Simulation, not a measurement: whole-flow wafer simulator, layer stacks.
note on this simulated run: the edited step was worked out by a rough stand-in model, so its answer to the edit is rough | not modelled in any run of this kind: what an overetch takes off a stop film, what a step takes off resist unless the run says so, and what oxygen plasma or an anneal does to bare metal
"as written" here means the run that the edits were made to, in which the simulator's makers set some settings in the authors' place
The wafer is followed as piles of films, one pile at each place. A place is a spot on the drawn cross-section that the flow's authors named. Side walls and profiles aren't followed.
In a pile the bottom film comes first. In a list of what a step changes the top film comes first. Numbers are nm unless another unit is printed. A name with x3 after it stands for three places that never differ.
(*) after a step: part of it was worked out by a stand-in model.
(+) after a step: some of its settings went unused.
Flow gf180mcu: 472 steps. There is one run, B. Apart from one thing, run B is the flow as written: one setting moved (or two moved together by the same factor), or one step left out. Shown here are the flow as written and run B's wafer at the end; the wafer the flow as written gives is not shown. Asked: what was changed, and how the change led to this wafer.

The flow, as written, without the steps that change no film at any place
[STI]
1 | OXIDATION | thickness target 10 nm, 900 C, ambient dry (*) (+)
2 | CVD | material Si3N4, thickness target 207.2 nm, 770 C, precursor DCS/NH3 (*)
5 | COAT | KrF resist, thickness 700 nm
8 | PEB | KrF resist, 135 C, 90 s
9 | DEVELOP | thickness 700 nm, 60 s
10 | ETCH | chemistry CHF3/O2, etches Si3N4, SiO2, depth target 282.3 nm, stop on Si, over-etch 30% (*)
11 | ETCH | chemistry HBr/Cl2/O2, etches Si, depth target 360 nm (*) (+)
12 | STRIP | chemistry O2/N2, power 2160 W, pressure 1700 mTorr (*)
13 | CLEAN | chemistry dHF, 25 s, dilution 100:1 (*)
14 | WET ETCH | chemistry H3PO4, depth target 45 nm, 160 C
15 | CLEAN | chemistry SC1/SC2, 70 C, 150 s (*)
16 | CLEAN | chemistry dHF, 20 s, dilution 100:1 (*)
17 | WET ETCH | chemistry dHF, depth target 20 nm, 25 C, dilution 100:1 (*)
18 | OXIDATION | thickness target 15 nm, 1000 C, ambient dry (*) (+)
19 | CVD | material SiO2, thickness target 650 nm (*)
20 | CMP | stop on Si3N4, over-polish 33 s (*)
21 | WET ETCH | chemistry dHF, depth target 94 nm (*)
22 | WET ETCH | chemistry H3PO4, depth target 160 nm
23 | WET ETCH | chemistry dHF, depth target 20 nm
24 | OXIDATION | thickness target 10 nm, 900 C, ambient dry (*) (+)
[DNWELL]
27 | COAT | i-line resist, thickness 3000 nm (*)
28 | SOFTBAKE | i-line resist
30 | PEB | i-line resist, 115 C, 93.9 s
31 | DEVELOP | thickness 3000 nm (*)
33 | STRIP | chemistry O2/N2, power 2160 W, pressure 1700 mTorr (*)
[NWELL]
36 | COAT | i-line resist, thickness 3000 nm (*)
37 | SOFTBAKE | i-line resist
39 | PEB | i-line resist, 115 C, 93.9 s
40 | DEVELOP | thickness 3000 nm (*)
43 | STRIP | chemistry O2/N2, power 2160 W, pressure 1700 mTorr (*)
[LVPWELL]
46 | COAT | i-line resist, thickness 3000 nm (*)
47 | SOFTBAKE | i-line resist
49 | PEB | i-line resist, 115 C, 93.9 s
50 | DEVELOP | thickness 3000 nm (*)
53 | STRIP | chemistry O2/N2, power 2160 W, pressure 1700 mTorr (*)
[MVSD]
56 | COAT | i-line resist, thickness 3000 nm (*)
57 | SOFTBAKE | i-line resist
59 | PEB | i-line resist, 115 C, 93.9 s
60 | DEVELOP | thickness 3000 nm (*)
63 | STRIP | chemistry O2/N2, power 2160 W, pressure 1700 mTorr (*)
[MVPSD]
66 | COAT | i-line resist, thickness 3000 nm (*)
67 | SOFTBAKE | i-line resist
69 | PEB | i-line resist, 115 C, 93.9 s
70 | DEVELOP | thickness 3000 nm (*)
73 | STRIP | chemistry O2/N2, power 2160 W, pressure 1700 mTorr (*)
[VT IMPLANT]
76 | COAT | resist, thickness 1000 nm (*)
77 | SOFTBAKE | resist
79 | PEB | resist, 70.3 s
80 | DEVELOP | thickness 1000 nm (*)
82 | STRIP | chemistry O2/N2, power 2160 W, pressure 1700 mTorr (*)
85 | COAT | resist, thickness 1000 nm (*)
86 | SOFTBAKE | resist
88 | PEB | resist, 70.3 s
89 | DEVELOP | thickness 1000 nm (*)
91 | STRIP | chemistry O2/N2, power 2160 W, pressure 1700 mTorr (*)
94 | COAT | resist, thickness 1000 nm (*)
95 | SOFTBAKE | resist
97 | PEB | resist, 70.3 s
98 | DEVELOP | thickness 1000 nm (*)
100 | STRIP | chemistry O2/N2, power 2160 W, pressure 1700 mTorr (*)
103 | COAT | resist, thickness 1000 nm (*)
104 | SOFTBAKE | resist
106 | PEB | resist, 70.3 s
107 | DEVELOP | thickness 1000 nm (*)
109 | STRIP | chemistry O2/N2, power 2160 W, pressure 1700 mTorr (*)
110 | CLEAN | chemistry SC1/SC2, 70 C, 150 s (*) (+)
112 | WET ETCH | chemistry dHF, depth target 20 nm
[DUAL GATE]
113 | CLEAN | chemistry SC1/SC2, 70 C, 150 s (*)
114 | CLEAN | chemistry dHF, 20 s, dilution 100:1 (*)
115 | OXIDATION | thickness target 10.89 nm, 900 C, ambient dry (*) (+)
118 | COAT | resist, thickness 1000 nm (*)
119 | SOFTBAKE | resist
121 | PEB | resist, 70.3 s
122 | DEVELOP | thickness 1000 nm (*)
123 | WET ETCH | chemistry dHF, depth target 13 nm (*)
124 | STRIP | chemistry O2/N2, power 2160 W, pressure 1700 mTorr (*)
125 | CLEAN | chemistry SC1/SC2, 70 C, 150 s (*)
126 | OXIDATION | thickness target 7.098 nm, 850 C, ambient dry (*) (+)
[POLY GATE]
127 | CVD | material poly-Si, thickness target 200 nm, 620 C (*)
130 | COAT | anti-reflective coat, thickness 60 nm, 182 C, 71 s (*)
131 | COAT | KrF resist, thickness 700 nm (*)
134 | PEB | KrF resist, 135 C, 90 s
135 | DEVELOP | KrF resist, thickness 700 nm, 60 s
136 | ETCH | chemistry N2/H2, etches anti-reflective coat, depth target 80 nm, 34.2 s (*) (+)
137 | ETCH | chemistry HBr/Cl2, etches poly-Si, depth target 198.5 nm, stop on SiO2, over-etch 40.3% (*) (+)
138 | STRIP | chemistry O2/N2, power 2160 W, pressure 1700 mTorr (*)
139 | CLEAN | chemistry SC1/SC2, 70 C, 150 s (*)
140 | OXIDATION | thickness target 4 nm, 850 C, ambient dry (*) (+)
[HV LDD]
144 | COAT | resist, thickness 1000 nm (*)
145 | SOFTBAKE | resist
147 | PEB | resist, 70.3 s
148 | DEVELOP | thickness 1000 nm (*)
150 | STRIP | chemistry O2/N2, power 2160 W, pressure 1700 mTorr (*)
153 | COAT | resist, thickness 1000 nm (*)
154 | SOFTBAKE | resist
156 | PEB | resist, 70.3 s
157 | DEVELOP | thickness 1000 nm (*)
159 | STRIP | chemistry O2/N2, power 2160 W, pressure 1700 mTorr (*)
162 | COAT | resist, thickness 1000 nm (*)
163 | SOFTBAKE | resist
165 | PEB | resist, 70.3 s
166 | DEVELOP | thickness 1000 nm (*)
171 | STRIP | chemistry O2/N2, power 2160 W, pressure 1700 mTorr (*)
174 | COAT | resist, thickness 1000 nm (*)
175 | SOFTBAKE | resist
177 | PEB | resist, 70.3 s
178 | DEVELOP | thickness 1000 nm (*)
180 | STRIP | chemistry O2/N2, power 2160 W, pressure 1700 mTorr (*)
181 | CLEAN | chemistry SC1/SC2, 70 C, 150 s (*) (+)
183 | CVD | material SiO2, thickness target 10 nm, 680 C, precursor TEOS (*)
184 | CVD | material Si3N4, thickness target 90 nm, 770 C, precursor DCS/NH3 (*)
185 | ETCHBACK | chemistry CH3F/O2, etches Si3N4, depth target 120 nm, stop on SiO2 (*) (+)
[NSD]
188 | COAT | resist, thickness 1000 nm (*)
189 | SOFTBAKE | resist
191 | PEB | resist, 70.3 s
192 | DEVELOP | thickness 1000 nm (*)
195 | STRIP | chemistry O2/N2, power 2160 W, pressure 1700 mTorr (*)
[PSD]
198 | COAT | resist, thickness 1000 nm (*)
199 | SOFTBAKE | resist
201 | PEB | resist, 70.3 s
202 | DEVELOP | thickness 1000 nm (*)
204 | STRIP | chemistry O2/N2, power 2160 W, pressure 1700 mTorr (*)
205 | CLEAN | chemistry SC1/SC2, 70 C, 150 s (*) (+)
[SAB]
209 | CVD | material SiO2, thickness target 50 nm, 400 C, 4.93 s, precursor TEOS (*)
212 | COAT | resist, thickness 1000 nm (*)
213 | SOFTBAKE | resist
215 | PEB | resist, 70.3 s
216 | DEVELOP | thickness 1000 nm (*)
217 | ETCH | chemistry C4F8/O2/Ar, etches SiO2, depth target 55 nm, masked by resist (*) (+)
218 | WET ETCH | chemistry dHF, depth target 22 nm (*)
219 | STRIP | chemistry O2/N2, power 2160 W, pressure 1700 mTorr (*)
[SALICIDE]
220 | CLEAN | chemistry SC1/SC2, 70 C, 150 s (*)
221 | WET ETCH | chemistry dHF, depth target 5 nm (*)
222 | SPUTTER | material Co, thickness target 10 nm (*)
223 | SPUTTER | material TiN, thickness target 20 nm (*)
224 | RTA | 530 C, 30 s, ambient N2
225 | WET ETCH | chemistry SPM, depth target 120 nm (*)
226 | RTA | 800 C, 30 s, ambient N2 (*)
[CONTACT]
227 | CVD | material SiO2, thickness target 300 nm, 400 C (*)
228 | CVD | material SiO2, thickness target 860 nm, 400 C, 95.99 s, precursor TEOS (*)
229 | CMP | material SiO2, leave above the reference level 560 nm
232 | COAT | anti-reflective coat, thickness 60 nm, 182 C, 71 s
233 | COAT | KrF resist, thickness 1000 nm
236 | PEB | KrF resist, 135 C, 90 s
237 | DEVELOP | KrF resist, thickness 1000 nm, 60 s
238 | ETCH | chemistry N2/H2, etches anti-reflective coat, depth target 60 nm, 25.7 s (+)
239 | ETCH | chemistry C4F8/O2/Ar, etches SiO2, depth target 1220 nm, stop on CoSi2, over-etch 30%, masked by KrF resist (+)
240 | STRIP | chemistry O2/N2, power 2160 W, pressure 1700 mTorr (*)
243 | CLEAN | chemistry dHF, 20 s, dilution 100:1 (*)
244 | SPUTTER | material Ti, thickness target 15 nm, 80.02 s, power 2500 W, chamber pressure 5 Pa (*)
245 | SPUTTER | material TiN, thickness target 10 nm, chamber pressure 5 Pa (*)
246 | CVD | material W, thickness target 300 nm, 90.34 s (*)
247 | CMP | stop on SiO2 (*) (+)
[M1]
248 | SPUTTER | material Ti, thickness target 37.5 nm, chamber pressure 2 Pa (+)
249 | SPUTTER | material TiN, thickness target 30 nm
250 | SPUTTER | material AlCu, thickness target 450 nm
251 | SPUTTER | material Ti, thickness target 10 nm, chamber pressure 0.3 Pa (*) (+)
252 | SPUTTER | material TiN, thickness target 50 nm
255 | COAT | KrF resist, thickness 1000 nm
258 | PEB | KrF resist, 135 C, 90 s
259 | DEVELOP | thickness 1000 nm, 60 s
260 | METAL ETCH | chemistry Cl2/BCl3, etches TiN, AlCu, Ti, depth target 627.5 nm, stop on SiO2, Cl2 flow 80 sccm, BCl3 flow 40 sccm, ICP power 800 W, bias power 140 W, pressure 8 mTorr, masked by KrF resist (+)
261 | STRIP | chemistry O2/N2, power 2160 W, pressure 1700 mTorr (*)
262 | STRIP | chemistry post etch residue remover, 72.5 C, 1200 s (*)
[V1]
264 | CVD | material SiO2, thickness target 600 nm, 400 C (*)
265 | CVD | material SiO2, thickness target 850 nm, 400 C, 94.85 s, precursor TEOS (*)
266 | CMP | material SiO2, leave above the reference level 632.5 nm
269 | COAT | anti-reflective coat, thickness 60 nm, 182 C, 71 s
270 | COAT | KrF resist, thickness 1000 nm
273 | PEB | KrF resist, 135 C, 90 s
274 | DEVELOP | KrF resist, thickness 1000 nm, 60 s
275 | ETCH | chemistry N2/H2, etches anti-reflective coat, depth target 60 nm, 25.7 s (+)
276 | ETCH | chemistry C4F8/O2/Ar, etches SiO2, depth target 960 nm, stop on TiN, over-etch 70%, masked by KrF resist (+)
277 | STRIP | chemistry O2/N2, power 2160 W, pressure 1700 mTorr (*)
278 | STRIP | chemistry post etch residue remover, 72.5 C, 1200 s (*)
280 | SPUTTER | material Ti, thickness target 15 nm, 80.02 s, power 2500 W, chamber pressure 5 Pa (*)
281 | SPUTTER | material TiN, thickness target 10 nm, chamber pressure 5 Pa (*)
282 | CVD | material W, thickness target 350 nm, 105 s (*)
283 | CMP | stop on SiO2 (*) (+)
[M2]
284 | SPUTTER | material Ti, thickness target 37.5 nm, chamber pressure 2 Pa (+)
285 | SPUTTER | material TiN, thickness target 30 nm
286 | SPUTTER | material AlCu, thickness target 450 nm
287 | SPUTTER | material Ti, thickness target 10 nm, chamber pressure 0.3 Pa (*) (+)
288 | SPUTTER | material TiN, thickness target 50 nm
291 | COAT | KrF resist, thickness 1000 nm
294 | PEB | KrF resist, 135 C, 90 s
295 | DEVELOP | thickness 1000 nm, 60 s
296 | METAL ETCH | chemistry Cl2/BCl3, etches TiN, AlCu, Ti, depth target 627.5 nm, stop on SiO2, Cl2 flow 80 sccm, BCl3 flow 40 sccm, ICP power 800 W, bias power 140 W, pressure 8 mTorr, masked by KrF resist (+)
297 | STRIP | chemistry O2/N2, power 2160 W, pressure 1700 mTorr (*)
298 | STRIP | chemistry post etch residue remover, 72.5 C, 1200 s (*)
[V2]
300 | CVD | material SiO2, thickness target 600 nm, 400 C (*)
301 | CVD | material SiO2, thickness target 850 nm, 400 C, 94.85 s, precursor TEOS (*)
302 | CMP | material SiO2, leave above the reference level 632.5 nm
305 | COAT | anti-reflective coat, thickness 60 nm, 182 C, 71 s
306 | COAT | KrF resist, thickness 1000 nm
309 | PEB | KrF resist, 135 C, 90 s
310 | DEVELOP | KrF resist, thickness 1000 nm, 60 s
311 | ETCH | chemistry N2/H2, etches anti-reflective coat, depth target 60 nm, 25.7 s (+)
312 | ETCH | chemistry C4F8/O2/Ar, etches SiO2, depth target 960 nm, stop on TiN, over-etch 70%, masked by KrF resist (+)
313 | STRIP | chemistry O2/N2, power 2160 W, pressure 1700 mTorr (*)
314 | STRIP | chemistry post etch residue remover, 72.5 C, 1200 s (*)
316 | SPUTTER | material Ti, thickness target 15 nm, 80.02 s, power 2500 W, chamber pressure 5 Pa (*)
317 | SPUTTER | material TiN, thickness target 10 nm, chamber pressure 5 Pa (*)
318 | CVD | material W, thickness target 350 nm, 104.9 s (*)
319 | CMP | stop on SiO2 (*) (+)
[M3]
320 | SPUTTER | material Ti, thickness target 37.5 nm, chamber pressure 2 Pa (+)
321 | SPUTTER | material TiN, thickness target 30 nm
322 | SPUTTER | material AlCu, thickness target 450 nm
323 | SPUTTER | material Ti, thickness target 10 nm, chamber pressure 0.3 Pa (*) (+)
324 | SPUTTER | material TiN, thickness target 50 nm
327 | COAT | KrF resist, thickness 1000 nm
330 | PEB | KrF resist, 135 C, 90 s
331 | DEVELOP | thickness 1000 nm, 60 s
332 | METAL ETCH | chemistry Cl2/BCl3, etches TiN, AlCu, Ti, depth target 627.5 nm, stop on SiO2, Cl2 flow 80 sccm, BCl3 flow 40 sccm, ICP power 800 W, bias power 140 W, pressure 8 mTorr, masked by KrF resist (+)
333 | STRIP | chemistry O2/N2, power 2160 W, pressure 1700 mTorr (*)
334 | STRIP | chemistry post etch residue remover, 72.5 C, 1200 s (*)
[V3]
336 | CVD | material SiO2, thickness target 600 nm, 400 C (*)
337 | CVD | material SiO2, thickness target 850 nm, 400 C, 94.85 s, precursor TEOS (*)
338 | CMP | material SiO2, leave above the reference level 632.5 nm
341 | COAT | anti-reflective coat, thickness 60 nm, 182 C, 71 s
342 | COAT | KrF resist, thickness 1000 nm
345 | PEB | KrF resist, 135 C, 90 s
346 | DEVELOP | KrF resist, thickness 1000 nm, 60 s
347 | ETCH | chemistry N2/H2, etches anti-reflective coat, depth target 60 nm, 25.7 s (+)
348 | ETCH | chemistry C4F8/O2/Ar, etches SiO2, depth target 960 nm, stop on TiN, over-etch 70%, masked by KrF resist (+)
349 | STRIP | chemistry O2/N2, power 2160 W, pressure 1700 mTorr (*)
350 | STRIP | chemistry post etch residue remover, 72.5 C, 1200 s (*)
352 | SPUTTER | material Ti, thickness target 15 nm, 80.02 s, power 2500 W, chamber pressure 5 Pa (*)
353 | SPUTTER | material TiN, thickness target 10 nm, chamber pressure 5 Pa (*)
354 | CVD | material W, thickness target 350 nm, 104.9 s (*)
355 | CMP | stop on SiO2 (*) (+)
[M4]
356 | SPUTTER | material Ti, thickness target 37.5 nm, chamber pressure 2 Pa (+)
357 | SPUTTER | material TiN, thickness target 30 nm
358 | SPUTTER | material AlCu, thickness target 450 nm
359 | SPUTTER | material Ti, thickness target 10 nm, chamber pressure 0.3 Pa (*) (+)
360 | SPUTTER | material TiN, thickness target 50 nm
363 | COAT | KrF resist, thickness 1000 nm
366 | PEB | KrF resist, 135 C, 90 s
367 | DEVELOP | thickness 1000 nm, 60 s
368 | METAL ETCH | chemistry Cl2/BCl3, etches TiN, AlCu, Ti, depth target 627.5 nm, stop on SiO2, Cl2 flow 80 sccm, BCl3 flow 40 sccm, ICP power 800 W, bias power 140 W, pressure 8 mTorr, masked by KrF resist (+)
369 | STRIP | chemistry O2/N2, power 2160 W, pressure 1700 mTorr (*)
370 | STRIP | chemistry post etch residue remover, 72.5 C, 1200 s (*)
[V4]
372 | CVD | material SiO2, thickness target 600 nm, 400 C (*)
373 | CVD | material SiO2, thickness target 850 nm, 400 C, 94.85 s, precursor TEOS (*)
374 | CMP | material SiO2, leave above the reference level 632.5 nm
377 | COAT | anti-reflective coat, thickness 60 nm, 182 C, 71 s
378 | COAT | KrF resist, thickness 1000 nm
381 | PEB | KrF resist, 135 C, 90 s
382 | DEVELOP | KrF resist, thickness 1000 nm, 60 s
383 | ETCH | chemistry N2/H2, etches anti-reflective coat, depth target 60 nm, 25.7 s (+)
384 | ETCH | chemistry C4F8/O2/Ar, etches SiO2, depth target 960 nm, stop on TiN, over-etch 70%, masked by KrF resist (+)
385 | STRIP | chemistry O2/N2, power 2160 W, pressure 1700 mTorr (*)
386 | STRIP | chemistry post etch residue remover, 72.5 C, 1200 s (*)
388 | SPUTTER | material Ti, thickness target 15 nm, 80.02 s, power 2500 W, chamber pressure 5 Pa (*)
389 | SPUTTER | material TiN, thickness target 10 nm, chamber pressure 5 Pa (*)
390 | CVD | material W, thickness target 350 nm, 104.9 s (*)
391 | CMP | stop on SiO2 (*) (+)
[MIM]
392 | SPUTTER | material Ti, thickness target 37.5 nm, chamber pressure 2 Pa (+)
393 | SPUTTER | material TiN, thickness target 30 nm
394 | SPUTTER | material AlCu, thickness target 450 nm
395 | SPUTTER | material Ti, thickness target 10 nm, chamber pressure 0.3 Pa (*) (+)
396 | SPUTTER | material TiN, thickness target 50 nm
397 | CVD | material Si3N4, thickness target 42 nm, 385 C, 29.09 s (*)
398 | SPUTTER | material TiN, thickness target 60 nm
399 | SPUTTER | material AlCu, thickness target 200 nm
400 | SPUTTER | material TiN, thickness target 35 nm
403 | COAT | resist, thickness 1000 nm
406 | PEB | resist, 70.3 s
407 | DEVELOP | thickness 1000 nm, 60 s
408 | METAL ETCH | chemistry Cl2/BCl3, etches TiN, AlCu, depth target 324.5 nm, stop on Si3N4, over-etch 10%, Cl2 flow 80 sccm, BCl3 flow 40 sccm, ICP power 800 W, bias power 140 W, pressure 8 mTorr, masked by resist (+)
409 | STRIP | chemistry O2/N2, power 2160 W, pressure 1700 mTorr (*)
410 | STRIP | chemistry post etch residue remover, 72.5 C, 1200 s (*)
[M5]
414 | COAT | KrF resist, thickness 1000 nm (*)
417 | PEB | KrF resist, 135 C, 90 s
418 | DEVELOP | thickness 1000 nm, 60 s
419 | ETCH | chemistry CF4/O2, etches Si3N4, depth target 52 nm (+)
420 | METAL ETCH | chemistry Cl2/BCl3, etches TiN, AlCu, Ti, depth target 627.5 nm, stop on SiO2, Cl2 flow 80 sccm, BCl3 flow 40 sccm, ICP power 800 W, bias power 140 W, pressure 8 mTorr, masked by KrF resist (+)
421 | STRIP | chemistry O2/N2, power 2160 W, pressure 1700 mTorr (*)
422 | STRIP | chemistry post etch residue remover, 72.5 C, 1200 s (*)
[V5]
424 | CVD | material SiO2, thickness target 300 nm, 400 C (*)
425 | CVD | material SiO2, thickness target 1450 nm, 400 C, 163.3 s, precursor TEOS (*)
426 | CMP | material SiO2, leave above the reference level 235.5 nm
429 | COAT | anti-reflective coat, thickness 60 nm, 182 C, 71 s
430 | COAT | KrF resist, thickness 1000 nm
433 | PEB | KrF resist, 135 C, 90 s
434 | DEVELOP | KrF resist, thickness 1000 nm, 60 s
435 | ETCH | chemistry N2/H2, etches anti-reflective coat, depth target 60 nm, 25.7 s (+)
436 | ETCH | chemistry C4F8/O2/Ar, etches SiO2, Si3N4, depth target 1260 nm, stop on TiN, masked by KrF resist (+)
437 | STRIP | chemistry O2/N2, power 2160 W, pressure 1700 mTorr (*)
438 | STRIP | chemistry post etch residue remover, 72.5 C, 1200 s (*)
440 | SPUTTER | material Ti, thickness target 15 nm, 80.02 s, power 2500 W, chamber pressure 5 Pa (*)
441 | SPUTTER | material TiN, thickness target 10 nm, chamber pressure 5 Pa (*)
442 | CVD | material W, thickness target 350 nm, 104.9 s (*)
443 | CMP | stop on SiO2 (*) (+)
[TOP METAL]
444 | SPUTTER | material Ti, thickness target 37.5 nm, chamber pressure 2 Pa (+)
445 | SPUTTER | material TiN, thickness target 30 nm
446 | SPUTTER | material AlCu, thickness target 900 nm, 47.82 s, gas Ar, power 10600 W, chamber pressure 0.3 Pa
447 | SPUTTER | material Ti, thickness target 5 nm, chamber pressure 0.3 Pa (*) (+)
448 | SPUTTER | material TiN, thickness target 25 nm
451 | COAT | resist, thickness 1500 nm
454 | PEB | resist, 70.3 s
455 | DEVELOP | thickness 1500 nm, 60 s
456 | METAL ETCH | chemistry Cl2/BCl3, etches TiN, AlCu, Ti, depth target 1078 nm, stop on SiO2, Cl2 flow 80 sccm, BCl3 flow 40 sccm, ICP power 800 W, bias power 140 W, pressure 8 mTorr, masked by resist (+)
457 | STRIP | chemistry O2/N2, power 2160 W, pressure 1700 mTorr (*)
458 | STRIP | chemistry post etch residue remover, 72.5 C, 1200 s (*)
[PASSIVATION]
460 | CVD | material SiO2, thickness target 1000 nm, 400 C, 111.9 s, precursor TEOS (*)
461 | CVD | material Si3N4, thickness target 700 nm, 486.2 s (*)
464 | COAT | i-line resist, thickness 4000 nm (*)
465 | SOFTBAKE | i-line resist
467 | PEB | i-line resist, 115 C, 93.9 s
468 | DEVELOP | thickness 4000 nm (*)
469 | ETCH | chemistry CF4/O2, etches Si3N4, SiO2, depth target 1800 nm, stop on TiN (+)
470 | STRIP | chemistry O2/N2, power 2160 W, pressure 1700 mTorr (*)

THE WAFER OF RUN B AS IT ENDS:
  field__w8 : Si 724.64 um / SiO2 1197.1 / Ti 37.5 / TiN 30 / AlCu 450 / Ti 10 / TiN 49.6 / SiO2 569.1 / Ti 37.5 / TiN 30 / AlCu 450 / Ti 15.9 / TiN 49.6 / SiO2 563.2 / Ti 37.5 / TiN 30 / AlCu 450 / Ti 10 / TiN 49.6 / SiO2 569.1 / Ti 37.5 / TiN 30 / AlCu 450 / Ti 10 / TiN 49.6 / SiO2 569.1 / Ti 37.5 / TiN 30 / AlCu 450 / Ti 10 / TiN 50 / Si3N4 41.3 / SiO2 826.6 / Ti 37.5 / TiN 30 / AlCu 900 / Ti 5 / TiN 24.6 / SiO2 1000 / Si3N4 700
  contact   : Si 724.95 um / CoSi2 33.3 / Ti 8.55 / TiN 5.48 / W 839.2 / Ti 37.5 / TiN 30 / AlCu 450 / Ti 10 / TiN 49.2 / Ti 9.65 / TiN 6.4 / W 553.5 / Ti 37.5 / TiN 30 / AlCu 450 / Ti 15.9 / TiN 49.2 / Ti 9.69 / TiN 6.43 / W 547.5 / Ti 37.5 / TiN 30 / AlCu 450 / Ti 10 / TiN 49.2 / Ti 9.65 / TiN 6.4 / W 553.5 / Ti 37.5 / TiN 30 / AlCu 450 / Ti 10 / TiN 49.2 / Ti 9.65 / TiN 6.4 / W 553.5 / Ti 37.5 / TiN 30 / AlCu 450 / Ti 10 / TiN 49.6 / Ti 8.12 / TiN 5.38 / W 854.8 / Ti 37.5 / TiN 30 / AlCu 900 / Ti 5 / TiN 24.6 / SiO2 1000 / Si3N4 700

The reason: step 287, SPUTTER: thickness target 15.9 nm was run, whereas the flow has thickness target 10 nm.
The wafer itself shows it: field__w8 has Ti 15.9, and step 287 as written asks for 10 nm.

How this came from the change, step by step:
  287 | SPUTTER | material Ti, thickness target 10 nm, chamber pressure 0.3 Pa (*) (+)
      field, field__w1, field__w2 and 108 more: Ti gains 15.9 (new film) (as written it would have been: Ti gains 10 (new film))
  296 | METAL ETCH | chemistry Cl2/BCl3, etches TiN, AlCu, Ti, depth target 627.5 nm, stop on SiO2, Cl2 flow 80 sccm, BCl3 flow 40 sccm, ICP power 800 W, bias power 140 W, pressure 8 mTorr, masked by KrF resist (+)
      field, field__w1, field__w2 and 103 more: TiN loses 50 (all of it), Ti loses 15.9 (all of it), AlCu loses 450 (all of it), TiN loses 30 (all of it), Ti loses 37.5 (all of it) (as written it would have been: TiN loses 50 (all of it), Ti loses 10 (all of it), AlCu loses 450 (all of it), TiN loses 30 (all of it), Ti loses 37.5 (all of it))
